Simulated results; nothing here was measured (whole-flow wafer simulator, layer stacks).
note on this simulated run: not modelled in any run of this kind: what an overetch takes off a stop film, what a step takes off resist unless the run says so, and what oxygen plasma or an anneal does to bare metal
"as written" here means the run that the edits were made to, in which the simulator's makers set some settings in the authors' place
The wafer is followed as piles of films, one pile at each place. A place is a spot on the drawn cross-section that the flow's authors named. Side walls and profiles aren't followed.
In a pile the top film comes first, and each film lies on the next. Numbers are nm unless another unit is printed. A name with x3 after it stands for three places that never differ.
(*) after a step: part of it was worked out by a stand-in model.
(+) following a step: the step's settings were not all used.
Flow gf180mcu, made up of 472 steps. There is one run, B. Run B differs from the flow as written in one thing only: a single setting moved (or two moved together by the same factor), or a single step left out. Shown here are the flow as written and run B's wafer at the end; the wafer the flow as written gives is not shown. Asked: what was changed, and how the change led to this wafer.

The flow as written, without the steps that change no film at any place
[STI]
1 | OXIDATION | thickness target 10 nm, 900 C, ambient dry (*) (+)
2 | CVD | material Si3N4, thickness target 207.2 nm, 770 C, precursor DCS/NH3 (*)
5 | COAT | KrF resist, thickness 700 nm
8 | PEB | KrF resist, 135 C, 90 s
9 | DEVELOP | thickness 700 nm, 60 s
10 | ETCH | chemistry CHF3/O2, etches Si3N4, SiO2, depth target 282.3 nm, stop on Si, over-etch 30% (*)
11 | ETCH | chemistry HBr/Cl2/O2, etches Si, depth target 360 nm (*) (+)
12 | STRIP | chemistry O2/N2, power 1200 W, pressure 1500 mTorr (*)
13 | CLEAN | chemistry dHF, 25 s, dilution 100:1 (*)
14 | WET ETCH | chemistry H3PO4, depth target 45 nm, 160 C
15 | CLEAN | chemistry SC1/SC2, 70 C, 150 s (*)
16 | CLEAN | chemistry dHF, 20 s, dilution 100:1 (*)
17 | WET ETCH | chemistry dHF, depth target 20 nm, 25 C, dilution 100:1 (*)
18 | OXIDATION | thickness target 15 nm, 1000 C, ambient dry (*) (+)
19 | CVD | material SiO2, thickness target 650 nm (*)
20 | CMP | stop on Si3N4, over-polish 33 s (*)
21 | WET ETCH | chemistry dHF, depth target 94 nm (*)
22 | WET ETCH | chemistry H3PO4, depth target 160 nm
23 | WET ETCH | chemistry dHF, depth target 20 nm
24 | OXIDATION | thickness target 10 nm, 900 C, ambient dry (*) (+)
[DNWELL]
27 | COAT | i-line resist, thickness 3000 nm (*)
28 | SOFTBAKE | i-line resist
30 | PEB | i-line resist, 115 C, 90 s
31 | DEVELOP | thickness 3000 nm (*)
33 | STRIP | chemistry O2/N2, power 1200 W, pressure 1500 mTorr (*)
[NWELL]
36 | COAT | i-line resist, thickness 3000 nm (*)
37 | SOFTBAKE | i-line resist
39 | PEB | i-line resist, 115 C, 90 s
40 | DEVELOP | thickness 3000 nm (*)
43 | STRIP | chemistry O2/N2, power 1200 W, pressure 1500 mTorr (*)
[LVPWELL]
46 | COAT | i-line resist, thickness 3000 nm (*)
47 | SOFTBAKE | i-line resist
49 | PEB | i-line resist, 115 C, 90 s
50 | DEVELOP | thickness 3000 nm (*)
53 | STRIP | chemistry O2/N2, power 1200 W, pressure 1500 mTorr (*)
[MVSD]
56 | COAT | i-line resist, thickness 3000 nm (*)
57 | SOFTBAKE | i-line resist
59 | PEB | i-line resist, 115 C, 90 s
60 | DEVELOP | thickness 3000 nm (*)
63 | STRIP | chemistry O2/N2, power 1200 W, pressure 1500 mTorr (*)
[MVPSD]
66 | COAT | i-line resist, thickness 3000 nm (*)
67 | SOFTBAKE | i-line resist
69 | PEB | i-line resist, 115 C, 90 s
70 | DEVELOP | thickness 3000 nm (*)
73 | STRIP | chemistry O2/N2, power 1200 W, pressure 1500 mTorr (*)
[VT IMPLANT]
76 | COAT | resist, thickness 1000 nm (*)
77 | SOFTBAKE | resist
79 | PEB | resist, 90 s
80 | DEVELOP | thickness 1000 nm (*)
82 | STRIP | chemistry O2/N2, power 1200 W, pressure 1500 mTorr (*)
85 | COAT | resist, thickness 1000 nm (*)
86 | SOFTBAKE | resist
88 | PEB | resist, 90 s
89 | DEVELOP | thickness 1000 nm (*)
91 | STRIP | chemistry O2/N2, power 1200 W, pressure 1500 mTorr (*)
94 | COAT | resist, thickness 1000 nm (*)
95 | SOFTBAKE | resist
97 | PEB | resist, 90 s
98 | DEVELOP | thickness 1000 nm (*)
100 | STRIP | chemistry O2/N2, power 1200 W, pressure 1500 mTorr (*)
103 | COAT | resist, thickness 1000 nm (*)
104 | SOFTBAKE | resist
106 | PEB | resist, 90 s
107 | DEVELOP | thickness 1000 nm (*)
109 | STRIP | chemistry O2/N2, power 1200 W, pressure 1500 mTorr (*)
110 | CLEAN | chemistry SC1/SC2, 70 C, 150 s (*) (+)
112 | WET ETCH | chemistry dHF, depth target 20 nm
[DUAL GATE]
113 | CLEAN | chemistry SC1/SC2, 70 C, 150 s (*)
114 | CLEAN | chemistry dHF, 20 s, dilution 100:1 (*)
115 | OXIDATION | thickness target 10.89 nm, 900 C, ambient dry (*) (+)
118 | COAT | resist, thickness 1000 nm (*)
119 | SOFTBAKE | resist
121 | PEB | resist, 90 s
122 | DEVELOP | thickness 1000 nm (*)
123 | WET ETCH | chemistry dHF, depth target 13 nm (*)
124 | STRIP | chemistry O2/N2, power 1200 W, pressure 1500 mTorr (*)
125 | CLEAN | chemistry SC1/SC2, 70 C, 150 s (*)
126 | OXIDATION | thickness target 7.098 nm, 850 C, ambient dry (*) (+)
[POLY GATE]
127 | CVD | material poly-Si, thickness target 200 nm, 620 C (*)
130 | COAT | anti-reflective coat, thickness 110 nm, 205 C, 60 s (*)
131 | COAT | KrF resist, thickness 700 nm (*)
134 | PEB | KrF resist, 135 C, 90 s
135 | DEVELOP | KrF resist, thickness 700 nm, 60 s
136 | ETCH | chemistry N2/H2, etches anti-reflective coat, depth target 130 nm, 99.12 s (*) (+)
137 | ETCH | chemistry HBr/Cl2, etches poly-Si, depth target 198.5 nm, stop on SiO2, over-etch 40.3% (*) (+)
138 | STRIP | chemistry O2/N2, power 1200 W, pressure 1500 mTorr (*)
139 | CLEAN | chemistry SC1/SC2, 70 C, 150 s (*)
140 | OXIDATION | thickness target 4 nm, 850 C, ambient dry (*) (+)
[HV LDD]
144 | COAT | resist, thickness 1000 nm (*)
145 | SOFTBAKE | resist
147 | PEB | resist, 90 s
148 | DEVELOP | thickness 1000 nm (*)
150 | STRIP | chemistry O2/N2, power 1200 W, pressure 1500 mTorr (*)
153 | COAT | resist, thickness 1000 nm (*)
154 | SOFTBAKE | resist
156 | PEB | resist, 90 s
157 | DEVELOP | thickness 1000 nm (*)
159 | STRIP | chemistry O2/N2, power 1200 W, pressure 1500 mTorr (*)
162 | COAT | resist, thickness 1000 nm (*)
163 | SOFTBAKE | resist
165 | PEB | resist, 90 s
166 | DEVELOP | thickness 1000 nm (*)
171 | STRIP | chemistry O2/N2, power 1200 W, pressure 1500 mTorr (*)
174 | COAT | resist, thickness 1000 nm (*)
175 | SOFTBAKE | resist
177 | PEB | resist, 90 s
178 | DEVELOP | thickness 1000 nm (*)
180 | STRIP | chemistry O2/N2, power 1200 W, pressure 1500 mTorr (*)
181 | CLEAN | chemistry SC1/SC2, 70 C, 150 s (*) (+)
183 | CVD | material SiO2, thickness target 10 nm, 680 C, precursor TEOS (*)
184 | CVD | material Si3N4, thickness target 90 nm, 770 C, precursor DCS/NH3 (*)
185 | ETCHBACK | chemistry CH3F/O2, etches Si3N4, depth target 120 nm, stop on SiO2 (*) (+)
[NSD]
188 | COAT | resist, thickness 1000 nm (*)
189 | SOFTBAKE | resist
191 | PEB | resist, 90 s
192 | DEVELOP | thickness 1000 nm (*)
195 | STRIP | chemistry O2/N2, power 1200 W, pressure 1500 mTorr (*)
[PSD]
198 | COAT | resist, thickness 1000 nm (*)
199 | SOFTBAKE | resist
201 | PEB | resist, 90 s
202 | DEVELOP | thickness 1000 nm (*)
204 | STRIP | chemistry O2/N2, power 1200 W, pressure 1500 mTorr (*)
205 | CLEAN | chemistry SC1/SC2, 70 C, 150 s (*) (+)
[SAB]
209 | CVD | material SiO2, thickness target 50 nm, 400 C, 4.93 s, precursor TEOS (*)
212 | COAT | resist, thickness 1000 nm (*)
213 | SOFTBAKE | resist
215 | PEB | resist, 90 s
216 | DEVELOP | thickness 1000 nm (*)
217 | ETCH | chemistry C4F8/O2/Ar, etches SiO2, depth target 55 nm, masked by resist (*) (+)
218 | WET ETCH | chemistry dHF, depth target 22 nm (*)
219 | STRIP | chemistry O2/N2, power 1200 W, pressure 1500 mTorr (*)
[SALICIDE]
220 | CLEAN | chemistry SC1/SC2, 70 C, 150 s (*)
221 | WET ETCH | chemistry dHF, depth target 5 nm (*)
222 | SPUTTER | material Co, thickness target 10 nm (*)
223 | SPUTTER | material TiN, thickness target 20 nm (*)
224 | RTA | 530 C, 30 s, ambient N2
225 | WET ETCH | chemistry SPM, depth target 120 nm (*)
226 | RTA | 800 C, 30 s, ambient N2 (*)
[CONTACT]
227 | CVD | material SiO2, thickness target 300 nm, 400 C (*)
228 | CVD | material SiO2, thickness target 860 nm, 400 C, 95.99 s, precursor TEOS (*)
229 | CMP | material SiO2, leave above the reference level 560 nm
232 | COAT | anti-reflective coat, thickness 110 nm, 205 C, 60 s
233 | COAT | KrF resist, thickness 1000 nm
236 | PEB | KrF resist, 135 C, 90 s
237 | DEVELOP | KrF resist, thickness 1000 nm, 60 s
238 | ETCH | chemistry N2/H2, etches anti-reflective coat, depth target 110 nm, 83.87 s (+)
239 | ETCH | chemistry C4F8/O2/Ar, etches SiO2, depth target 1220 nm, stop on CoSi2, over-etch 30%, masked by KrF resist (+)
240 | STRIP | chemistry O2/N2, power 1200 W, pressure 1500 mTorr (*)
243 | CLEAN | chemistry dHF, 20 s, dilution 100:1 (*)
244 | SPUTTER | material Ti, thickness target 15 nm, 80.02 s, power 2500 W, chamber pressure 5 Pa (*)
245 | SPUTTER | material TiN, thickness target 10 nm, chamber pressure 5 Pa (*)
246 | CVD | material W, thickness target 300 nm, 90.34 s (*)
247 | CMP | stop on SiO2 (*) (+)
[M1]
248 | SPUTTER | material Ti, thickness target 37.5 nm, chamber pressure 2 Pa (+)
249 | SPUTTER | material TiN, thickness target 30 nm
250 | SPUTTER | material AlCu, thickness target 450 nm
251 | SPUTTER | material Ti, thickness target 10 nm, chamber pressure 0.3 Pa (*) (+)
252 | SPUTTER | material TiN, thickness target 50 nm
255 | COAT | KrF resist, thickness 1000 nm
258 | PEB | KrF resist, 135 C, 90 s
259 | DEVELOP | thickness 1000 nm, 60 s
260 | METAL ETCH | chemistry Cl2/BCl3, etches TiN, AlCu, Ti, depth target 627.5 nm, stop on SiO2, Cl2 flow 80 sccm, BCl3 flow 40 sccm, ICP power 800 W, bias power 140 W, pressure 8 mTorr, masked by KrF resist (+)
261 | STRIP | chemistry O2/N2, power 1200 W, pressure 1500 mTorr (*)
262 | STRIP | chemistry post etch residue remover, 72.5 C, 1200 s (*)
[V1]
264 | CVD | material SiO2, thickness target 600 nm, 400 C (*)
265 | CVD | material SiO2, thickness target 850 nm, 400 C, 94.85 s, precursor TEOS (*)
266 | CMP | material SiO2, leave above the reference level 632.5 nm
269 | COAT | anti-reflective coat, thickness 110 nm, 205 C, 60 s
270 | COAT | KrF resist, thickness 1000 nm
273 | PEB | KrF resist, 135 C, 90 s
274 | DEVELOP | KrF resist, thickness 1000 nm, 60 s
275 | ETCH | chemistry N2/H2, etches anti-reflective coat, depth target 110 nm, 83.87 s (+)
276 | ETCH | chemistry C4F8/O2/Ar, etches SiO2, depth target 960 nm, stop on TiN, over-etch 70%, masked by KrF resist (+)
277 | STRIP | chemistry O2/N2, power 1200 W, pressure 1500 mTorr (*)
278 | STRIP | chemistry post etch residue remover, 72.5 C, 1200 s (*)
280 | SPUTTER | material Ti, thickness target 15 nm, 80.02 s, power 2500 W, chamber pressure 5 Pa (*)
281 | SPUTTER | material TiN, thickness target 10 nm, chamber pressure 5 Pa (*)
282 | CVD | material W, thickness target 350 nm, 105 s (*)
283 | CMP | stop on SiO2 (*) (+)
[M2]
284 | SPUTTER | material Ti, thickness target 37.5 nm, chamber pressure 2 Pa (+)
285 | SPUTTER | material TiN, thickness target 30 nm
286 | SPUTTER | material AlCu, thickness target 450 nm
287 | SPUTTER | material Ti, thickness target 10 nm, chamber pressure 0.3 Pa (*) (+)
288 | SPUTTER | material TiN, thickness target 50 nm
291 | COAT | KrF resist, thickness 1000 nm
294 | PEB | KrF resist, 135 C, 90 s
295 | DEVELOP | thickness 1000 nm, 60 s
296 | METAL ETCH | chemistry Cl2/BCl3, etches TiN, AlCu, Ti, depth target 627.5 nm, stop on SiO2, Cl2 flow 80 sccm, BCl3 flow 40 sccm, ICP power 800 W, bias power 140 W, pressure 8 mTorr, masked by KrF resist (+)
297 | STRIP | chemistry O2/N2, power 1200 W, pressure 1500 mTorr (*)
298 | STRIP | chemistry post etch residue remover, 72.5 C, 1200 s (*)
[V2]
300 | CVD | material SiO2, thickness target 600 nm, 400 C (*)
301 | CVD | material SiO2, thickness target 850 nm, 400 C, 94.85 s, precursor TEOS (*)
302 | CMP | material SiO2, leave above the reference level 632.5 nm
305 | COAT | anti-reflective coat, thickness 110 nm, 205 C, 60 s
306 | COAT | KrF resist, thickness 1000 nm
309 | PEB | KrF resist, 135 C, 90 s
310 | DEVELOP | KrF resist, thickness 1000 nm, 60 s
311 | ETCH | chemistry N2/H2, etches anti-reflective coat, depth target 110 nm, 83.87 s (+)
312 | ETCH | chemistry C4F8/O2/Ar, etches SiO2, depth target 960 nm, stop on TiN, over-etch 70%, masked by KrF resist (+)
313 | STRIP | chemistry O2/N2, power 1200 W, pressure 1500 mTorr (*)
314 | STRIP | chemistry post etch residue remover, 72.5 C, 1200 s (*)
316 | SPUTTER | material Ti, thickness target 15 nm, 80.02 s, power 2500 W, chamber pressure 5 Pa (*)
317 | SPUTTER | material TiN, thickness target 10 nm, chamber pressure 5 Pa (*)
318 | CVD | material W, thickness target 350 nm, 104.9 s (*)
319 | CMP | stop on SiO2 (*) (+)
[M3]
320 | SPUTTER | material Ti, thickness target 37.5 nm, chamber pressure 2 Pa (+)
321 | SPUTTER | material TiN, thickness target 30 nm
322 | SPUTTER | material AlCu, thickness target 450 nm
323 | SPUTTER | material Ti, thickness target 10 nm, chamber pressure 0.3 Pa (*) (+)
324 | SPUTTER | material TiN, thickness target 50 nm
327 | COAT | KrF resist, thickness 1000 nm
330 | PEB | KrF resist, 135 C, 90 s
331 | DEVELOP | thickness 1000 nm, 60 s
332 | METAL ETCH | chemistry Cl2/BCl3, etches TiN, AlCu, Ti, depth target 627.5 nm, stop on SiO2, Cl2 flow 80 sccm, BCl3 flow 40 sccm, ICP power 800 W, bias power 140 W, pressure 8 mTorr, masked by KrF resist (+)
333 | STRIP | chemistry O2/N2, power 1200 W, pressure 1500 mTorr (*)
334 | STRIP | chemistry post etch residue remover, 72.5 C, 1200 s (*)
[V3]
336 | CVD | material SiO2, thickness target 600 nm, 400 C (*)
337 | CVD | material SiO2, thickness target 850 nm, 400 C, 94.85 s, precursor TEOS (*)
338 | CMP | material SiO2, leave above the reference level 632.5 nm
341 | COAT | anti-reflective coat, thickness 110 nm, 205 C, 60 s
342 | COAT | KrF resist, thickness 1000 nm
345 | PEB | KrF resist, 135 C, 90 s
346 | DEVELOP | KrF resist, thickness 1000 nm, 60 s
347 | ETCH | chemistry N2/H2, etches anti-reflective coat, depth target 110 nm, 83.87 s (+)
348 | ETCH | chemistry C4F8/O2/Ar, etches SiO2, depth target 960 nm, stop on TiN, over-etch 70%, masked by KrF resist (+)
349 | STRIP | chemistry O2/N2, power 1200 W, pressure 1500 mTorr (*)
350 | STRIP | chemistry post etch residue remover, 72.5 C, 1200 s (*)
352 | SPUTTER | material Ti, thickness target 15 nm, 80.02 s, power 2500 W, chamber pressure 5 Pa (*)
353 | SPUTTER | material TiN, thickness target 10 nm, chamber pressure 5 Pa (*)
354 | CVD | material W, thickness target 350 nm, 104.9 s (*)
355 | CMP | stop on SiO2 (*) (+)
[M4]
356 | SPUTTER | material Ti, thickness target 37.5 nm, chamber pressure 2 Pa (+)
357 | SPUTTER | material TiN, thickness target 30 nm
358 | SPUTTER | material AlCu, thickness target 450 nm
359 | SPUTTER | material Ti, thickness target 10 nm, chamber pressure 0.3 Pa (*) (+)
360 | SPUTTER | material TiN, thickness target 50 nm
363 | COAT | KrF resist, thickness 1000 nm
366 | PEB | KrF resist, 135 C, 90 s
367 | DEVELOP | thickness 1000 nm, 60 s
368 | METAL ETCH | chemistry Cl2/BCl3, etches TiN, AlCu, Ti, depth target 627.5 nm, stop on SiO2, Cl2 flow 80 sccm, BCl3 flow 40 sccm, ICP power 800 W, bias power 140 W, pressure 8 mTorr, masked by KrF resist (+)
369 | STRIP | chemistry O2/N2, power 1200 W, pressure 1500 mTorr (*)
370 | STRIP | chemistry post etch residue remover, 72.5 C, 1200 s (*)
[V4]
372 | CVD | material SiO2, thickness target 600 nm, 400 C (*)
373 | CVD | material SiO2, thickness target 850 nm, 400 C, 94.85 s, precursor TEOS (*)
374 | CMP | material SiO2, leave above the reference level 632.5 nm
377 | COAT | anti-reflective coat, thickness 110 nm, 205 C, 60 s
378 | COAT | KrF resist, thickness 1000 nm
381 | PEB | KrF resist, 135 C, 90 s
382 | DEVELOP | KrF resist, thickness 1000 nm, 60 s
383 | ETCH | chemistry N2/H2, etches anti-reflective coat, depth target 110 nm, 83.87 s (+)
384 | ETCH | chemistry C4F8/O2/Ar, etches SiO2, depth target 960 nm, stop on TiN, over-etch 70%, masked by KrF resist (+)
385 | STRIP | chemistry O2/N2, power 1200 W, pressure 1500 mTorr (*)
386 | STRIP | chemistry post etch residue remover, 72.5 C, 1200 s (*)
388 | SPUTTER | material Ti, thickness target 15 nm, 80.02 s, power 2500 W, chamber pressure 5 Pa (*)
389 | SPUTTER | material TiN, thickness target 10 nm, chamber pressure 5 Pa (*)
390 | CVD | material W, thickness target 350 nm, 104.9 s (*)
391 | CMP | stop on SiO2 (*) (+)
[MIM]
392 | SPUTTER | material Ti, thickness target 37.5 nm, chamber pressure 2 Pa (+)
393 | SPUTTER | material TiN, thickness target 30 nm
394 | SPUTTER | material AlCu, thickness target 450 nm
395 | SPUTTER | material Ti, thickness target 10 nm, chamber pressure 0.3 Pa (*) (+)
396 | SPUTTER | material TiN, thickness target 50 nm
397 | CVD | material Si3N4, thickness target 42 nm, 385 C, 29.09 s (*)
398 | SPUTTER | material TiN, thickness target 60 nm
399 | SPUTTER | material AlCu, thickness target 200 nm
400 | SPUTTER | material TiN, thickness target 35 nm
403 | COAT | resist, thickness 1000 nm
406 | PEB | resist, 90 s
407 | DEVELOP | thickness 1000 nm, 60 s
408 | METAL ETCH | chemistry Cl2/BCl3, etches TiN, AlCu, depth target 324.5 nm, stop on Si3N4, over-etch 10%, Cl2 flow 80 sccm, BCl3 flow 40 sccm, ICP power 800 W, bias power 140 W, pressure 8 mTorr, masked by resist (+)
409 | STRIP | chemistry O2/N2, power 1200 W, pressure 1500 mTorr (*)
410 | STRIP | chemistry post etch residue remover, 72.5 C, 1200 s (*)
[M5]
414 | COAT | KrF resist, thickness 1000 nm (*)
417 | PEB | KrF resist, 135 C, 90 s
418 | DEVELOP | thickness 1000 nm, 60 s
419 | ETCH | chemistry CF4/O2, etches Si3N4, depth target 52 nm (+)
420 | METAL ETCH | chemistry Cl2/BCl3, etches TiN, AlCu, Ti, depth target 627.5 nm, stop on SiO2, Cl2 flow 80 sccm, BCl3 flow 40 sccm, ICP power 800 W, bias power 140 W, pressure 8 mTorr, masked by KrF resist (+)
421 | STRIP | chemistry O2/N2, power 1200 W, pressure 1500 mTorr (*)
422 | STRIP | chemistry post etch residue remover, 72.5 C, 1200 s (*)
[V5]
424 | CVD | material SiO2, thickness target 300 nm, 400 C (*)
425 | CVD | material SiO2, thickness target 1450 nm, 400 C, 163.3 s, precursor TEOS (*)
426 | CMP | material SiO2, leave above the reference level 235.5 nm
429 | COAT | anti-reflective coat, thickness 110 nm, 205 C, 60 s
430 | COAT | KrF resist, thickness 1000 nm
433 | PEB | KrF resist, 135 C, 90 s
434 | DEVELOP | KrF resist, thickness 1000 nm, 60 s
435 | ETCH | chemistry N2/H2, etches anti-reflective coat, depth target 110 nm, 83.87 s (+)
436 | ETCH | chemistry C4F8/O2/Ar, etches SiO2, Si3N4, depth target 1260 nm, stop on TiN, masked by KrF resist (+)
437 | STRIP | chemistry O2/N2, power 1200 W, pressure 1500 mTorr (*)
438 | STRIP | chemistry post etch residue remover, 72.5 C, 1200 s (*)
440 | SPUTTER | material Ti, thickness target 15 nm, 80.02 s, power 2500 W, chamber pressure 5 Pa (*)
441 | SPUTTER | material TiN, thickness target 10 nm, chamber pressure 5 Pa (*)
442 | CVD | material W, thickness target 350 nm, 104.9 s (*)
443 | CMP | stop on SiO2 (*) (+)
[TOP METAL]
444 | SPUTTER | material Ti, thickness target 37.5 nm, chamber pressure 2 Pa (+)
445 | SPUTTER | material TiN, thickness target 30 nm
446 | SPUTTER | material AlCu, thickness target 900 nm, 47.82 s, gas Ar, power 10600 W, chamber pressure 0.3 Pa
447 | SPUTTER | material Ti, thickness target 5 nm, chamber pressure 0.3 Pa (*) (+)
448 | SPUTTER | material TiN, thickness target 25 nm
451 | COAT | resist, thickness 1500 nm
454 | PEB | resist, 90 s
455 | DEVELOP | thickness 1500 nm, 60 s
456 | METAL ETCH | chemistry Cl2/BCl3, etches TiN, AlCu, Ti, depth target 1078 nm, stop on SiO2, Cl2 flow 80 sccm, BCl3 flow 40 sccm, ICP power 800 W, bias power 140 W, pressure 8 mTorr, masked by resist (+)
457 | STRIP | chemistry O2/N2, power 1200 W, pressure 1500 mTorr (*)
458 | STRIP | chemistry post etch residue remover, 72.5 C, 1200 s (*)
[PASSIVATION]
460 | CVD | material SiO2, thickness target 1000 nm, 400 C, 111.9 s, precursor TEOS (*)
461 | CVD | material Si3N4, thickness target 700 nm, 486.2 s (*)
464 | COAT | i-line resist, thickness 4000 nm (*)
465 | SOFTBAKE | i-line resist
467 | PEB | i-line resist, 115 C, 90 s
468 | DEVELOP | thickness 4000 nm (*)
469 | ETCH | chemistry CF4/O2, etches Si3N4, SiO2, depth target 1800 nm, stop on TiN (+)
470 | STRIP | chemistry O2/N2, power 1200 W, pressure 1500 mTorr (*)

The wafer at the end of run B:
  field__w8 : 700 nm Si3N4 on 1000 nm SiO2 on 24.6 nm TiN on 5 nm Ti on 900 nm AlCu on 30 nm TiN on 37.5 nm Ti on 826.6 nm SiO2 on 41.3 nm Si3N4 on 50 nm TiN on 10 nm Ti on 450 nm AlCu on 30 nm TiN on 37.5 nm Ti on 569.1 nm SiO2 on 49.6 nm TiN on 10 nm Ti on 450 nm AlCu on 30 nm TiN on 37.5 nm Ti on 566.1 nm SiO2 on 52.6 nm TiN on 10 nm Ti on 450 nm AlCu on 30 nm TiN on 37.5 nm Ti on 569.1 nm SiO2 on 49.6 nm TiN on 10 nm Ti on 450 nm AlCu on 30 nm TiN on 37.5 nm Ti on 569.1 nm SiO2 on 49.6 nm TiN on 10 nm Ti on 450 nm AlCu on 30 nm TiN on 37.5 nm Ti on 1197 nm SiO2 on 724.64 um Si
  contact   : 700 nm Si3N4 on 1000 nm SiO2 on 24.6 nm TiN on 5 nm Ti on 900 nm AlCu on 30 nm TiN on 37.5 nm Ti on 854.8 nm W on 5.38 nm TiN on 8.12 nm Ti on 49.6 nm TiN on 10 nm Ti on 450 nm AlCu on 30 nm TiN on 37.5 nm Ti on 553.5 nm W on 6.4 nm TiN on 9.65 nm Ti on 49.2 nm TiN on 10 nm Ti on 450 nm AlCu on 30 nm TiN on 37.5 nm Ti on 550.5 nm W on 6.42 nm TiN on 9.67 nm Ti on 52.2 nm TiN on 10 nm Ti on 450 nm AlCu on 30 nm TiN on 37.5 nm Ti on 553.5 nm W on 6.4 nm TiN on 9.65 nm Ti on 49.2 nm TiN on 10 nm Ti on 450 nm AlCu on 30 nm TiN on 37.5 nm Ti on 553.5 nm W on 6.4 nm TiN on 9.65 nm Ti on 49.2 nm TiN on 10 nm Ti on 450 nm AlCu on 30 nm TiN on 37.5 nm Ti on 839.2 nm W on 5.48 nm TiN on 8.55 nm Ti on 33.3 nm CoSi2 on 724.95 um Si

Cause: step 324, SPUTTER: thickness target 53 nm was run, whereas the flow has thickness target 50 nm.

The path from the change to this, step by step:
  324 | SPUTTER | material TiN, thickness target 50 nm
      field, field__w1, field__w2 and 108 more: TiN gains 53 (new film) (as written it would have been: TiN gains 50 (new film))
  332 | METAL ETCH | chemistry Cl2/BCl3, etches TiN, AlCu, Ti, depth target 627.5 nm, stop on SiO2, Cl2 flow 80 sccm, BCl3 flow 40 sccm, ICP power 800 W, bias power 140 W, pressure 8 mTorr, masked by KrF resist (+)
      field, field__w1, field__w2 and 103 more: TiN loses 53 (all of it), Ti loses 10 (all of it), AlCu loses 450 (all of it), TiN loses 30 (all of it), Ti loses 37.5 (all of it) (as written it would have been: TiN loses 50 (all of it), Ti loses 10 (all of it), AlCu loses 450 (all of it), TiN loses 30 (all of it), Ti loses 37.5 (all of it))
